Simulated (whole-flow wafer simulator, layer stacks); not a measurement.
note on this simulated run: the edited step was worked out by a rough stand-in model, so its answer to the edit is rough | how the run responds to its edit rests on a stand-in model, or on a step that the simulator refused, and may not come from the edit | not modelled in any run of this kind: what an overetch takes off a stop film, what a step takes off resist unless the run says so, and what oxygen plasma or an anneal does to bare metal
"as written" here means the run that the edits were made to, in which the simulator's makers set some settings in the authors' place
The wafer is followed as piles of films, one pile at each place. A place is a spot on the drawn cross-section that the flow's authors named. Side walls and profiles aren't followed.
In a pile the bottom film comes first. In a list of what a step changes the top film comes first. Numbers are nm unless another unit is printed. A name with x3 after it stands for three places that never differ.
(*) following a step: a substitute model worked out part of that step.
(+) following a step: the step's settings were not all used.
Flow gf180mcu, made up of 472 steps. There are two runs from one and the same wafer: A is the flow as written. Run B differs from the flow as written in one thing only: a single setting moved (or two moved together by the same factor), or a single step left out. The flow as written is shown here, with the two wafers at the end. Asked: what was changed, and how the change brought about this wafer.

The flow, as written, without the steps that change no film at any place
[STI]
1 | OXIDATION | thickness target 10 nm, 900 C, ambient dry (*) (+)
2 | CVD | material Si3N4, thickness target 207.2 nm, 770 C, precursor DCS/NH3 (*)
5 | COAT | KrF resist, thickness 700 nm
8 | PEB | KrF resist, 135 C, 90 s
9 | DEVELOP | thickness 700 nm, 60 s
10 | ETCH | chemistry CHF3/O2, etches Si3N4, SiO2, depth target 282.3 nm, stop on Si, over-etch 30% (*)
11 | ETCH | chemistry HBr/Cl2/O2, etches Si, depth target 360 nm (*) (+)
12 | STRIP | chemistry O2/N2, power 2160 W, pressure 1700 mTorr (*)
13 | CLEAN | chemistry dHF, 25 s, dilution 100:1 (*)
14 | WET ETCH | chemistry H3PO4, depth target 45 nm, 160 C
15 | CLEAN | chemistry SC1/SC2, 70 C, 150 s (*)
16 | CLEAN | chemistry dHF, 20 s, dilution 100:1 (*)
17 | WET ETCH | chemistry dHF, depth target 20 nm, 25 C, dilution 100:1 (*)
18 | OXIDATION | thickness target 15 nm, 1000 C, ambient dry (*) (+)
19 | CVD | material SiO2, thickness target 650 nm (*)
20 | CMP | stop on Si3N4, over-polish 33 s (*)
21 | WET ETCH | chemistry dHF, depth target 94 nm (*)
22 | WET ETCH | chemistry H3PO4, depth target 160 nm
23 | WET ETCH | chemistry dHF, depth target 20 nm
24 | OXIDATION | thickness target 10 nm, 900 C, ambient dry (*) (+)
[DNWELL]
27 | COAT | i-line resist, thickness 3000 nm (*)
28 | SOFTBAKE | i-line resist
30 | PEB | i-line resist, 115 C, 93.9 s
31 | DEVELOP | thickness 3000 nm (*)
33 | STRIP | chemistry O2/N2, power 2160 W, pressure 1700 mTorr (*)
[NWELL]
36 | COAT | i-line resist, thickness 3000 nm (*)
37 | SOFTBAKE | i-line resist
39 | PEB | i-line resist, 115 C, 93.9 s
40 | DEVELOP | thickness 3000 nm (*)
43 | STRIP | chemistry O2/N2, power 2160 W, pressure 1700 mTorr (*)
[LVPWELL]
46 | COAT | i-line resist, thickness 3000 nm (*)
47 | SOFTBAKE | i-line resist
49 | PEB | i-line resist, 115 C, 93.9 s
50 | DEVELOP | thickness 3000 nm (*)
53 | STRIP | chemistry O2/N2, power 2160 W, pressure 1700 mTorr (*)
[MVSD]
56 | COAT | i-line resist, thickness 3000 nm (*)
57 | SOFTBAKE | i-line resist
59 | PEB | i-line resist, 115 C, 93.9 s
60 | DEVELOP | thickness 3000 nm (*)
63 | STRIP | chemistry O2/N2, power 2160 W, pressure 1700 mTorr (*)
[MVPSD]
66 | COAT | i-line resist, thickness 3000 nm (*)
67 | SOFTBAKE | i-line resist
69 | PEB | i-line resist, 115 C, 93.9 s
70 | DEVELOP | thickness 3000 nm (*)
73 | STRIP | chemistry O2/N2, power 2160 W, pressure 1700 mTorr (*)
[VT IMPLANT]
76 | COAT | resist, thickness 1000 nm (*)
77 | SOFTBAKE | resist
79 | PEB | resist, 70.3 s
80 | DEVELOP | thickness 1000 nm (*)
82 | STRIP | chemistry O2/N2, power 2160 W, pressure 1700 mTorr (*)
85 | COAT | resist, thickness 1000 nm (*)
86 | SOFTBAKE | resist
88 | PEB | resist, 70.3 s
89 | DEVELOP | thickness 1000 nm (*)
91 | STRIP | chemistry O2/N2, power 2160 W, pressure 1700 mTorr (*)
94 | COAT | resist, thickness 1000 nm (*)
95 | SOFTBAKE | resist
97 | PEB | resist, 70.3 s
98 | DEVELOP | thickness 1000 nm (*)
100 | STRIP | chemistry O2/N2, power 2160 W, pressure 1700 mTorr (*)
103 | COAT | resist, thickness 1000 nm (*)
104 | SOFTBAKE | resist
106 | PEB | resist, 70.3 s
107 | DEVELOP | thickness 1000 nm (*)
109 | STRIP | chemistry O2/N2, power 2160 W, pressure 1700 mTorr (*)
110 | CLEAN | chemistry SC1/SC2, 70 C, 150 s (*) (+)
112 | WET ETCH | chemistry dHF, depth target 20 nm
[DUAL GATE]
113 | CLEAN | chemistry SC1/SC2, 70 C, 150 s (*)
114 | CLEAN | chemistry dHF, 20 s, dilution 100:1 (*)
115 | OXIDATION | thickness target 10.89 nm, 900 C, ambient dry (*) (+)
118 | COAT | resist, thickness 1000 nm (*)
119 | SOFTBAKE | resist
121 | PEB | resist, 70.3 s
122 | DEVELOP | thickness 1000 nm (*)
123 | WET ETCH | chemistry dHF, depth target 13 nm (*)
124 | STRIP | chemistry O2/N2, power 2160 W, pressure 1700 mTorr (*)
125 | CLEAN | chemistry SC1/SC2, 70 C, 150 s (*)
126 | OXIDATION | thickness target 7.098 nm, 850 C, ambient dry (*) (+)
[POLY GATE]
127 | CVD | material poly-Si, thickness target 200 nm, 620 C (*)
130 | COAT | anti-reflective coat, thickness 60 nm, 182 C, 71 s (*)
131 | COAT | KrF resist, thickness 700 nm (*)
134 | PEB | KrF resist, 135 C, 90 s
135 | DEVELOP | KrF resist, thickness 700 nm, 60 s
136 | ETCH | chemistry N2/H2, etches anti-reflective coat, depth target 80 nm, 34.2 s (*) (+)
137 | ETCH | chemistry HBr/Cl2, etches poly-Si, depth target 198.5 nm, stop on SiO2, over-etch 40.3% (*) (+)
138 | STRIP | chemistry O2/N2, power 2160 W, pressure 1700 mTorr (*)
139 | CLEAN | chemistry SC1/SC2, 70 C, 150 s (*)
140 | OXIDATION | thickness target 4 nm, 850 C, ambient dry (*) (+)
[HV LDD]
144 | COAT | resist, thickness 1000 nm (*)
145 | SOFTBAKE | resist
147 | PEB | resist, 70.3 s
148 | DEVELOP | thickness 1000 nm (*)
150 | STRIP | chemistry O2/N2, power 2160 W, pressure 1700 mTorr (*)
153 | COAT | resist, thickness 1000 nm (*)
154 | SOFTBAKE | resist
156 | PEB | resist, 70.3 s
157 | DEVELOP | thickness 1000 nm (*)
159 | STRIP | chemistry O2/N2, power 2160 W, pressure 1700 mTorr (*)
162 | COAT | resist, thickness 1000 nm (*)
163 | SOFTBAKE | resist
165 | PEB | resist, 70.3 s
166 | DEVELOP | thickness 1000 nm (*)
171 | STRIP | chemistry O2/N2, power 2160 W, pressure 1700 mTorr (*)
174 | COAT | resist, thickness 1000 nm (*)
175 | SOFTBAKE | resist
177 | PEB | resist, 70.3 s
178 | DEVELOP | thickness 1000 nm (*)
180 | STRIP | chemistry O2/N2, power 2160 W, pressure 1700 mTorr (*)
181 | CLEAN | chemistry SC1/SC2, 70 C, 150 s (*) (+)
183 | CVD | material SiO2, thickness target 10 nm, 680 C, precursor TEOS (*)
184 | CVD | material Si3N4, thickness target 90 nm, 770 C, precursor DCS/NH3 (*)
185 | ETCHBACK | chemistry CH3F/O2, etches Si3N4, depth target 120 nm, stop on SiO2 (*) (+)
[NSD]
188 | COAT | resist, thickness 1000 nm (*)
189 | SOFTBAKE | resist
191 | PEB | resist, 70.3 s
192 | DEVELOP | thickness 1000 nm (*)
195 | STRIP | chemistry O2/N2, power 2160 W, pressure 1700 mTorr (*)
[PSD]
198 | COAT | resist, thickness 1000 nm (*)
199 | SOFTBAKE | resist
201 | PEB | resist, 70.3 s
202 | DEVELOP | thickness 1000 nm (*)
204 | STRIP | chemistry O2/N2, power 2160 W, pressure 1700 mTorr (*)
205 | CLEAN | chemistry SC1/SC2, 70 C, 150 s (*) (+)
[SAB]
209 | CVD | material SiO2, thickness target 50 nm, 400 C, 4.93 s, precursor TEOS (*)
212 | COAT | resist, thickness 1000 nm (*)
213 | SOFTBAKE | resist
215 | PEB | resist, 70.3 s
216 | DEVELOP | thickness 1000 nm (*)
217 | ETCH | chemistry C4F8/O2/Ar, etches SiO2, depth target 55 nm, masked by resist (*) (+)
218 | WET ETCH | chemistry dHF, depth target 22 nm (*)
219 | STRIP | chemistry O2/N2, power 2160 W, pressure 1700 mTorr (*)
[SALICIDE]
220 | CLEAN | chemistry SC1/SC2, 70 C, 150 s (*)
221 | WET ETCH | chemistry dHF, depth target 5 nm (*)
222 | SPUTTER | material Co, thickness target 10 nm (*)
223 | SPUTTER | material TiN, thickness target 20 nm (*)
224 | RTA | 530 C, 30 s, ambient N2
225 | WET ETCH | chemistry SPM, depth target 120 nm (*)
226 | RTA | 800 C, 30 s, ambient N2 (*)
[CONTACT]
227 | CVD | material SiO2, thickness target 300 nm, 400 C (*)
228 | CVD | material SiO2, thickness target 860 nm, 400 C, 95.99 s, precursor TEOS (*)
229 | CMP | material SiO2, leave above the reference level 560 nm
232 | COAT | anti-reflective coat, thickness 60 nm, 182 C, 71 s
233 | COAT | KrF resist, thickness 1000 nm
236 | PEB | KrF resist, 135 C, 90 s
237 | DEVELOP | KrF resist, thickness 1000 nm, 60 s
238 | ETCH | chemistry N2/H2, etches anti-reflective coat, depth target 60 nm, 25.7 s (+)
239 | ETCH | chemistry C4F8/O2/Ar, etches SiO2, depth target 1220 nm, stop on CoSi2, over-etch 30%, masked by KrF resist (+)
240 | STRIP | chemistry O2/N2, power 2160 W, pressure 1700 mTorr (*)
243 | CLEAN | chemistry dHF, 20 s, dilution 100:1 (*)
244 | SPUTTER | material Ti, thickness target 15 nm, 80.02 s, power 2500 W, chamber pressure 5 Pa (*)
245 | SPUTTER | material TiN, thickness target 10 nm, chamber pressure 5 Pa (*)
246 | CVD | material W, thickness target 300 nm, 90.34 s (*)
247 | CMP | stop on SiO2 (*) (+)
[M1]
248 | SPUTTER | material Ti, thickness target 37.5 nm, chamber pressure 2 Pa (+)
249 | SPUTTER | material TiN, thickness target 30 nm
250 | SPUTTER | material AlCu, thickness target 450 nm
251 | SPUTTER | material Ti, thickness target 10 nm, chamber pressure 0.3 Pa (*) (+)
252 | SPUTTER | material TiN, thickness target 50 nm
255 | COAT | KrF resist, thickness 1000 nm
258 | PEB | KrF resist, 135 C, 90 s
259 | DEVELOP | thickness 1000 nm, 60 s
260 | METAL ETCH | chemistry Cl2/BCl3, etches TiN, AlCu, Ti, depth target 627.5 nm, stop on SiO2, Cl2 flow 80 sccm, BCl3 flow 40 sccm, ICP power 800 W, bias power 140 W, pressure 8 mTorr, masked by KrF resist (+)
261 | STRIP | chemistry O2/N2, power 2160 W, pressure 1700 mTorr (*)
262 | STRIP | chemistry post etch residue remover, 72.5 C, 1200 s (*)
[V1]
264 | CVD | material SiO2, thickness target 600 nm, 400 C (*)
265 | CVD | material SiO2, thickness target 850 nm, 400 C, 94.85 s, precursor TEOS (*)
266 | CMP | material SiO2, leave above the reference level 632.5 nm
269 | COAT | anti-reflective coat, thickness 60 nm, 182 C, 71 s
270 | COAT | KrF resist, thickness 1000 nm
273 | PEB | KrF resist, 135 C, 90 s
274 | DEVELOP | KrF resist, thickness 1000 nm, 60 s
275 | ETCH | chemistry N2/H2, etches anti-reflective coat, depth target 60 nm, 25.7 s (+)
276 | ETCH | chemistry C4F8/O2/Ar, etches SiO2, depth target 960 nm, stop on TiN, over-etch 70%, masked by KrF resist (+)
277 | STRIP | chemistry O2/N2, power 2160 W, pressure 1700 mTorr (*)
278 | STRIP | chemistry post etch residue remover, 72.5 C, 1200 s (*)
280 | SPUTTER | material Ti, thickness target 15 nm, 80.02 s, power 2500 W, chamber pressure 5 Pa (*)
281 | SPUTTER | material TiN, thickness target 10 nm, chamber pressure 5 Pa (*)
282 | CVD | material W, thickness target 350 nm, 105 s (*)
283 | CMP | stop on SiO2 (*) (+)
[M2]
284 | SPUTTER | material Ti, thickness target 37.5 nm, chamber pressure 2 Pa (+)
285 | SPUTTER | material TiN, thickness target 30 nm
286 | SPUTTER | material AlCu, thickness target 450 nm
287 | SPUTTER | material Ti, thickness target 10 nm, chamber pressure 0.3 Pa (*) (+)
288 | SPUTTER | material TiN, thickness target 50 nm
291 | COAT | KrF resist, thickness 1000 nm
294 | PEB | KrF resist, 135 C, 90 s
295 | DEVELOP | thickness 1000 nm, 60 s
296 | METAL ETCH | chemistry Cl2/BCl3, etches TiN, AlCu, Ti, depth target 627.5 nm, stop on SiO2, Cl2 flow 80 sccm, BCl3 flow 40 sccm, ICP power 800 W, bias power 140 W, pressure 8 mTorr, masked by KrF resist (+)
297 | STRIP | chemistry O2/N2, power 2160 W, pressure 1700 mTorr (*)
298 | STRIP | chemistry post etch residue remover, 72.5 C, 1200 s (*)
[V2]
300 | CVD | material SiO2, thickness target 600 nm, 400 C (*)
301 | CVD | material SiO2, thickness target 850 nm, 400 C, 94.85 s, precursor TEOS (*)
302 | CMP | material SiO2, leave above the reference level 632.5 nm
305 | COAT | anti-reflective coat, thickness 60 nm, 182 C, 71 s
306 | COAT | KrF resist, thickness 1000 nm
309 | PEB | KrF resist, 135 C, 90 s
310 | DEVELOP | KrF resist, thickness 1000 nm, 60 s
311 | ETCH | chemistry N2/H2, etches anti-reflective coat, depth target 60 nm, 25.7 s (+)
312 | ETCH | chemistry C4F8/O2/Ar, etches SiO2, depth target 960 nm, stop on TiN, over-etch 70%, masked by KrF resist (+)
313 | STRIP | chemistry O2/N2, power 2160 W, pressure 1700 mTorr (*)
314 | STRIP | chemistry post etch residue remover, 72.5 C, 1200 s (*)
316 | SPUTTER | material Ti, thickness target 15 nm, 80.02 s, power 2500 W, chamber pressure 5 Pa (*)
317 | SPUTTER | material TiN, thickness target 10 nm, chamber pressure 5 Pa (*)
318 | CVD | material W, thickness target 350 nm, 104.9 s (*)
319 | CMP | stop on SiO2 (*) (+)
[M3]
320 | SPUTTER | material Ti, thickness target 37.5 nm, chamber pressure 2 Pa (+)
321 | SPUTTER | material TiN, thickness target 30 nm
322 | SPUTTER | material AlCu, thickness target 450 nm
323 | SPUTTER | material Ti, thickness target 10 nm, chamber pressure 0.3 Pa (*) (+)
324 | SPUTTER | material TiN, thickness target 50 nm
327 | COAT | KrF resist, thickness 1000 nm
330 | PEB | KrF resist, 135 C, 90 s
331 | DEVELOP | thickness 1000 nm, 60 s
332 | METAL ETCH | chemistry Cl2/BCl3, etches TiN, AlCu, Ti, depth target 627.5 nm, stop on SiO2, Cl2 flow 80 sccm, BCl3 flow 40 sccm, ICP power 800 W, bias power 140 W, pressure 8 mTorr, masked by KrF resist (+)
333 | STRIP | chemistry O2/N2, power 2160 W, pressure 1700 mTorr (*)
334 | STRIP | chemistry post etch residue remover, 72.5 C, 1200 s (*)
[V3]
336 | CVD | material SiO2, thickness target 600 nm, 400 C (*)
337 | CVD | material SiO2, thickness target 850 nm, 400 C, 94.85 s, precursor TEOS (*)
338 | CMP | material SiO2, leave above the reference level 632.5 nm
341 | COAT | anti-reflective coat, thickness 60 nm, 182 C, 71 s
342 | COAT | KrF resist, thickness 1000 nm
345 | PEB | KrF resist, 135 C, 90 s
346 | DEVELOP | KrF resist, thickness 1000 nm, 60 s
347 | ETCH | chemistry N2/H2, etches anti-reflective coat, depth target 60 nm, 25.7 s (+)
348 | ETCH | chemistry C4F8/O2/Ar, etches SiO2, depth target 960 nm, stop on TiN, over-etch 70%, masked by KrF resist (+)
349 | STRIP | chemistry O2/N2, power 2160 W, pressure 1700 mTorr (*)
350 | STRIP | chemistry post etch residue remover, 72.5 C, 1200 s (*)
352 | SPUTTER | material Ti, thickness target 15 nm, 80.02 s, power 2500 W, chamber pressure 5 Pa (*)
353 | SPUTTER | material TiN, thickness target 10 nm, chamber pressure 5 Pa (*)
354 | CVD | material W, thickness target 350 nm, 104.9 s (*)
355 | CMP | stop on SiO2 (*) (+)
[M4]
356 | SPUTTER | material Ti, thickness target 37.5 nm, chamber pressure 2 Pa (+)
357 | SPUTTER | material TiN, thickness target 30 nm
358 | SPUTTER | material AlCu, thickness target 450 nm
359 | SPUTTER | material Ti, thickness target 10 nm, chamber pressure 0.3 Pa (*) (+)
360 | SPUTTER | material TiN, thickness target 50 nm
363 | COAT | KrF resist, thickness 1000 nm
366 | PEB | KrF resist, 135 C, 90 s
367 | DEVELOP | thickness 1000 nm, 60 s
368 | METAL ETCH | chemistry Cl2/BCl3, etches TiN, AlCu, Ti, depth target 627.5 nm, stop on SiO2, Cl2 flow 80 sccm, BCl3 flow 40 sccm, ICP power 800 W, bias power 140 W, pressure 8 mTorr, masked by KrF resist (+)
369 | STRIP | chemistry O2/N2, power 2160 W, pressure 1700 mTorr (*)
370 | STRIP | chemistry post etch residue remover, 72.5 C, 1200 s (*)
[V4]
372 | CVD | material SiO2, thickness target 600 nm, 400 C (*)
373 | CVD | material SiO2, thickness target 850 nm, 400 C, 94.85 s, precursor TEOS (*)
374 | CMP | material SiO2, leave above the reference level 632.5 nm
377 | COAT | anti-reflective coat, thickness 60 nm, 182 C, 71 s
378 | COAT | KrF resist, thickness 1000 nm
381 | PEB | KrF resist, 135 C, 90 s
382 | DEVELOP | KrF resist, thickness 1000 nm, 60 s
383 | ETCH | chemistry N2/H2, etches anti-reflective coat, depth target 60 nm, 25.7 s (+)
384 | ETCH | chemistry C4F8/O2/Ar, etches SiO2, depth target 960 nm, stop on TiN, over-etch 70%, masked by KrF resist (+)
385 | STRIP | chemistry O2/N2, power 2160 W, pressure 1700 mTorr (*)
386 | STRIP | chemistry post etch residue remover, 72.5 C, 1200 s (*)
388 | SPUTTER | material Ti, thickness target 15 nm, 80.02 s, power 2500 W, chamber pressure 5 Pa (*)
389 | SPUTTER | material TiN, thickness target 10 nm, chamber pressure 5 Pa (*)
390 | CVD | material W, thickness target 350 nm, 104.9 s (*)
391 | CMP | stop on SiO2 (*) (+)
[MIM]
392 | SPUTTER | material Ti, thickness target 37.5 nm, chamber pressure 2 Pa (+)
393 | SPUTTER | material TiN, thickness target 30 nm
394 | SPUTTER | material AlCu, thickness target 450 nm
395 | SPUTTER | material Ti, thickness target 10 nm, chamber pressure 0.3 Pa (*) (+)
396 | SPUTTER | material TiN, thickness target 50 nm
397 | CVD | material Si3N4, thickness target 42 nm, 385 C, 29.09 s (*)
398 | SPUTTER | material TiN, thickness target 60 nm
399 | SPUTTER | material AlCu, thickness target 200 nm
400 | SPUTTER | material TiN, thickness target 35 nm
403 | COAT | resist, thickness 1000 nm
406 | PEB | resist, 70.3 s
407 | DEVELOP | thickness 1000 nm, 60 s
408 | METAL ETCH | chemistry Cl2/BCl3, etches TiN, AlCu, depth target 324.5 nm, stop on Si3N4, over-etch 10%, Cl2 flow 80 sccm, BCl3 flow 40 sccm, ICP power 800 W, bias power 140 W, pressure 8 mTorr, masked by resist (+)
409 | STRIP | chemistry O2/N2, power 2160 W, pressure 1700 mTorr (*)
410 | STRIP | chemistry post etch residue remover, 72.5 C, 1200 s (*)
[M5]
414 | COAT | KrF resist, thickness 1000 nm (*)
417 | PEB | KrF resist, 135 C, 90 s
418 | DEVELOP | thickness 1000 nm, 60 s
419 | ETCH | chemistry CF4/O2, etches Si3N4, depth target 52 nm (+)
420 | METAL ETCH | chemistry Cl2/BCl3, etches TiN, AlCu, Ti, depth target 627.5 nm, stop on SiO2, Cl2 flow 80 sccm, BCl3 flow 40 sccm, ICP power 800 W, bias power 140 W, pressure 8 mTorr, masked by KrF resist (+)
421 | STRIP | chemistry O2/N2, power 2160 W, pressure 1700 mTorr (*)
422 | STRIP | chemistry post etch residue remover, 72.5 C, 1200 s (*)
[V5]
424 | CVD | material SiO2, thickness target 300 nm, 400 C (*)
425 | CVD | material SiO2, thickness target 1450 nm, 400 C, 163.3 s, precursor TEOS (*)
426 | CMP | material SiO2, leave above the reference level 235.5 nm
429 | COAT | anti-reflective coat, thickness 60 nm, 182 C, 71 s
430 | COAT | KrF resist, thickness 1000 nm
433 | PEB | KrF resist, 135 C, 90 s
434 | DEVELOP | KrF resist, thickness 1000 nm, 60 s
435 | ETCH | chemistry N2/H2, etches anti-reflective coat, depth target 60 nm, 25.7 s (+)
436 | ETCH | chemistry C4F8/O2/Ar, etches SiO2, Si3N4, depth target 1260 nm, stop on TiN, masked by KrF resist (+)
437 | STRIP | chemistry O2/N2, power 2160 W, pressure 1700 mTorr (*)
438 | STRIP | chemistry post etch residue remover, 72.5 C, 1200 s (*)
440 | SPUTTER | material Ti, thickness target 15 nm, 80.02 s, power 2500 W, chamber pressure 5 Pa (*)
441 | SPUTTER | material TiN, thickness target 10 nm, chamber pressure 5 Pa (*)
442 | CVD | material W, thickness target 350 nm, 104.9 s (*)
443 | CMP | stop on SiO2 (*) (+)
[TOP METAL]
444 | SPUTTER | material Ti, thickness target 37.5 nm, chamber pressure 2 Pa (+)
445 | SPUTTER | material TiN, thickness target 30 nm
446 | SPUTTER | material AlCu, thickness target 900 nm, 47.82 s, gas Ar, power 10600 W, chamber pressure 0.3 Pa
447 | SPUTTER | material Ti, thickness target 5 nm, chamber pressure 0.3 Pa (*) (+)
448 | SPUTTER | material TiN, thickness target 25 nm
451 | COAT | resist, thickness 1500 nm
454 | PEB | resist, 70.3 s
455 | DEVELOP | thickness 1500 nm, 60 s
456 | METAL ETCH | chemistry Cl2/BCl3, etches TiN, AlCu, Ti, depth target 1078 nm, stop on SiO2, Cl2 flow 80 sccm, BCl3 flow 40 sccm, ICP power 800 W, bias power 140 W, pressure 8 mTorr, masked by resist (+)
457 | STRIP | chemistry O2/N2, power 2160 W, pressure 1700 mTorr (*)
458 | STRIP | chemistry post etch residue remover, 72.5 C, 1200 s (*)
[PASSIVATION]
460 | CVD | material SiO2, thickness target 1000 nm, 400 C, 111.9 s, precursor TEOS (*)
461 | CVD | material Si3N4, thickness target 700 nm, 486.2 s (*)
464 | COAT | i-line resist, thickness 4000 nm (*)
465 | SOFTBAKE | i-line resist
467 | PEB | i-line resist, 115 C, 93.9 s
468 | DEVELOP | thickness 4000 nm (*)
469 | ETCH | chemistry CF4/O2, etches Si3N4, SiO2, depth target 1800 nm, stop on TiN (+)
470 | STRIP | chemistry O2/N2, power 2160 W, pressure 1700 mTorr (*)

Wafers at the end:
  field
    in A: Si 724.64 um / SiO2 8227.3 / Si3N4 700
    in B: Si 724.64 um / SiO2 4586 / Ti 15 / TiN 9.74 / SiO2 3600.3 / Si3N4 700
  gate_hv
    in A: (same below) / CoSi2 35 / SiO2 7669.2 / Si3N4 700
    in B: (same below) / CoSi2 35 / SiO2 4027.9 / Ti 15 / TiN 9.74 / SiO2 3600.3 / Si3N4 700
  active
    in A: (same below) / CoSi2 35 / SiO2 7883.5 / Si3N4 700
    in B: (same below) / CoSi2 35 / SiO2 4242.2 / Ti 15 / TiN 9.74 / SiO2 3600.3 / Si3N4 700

What caused this: step 337, CVD: thickness target 489 nm was run, whereas the flow has thickness target 850 nm; step 337, CVD: 54.54 s was run, where the flow has 94.85 s.

The path from the change to this, step by step:
  337 | CVD | material SiO2, thickness target 850 nm, 400 C, 94.85 s, precursor TEOS (*)
      field, field__w1, field__w2 and 108 more: A SiO2 gains 850 | B SiO2 gains 496.5
  338 | CMP | material SiO2, leave above the reference level 632.5 nm
      field, field__w1, field__w2 and 103 more: A SiO2 loses 300 | B nothing
      field__w8, contact, m1, m1__w1, m1_nw: A SiO2 loses 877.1 | B SiO2 loses 523.6
  341 | COAT | anti-reflective coat, thickness 60 nm, 182 C, 71 s
      field: A anti-reflective coat gains 60 (new film) | B anti-reflective coat gains 81.2 (new film)
      field__w8: A anti-reflective coat gains 60 (new film) | B anti-reflective coat gains 30.7 (new film)
      (also at 11 further places)
  342 | COAT | KrF resist, thickness 1000 nm
      m1_nw: A KrF resist gains 1000 (new film) | B KrF resist gains 978.4 (new film)
  347 | ETCH | chemistry N2/H2, etches anti-reflective coat, depth target 60 nm, 25.7 s (+)
      contact: A anti-reflective coat loses 60 (all of it), SiO2 loses 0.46 | B anti-reflective coat loses 32.4 (all of it), SiO2 loses 1.17
  349 | STRIP | chemistry O2/N2, power 2160 W, pressure 1700 mTorr (*)
      field: A KrF resist loses 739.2 (all of it), anti-reflective coat loses 60 (all of it) | B KrF resist loses 728.9 (all of it), anti-reflective coat loses 81.2 (all of it)
      field__w8: A KrF resist loses 739.2 (all of it), anti-reflective coat loses 60 (all of it) | B KrF resist loses 733.6 (all of it), anti-reflective coat loses 30.7 (all of it)
      (also at 12 further places)
  354 | CVD | material W, thickness target 350 nm, 104.9 s (*)
      contact: A W gains 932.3 (new film) | B W gains 878.3 (new film)
  355 | CMP | stop on SiO2 (*) (+)
      field, field__w1, field__w2 and 103 more: A W loses 350 (all of it), TiN loses 10 (all of it), Ti loses 15 (all of it), SiO2 loses 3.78 | B W loses 341.5
      field__w8, m1, m1__w1, m1_nw: A W loses 350 (all of it), TiN loses 10 (all of it), Ti loses 15 (all of it), SiO2 loses 3.78 | B W loses 350 (all of it), TiN loses 10 (all of it), Ti loses 15 (all of it), SiO2 loses 20
      (also at 1 further place)
  368 | METAL ETCH | chemistry Cl2/BCl3, etches TiN, AlCu, Ti, depth target 627.5 nm, stop on SiO2, Cl2 flow 80 sccm, BCl3 flow 40 sccm, ICP power 800 W, bias power 140 W, pressure 8 mTorr, masked by KrF resist (+)
      field, field__w1, field__w2 and 103 more: A TiN loses 50 (all of it), Ti loses 10 (all of it), AlCu loses 450 (all of it), TiN loses 30 (all of it), Ti loses 37.5 (all of it) | B TiN loses 50 (all of it), Ti loses 10 (all of it), AlCu loses 450 (all of it), TiN loses 30 (all of it), Ti loses 37.5 (all of it), W loses 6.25
  370 | STRIP | chemistry post etch residue remover, 72.5 C, 1200 s (*)
      field, field__w1, field__w2 and 103 more: A nothing | B W loses 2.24 (all of it), TiN loses 0.26
  372 | CVD | material SiO2, thickness target 600 nm, 400 C (*)
      field, field__w1, field__w2 and 103 more: A SiO2 gains 600 | B SiO2 gains 600 (new film)
  374 | CMP | material SiO2, leave above the reference level 632.5 nm
      field, field__w1, field__w2 and 103 more: A SiO2 loses 300 | B SiO2 loses 291.3
With metal films that touch counted as one body, field has 1 body; the flow as written gives 0 bodies.
With metal films that touch counted as one body, gate_hv has 2 bodies (between them, from the top down: SiO2 4027.9); the flow as written gives 1 body.
With metal films that touch counted as one body, active has 2 bodies (between them, from the top down: SiO2 4242.2); the flow as written gives 1 body.
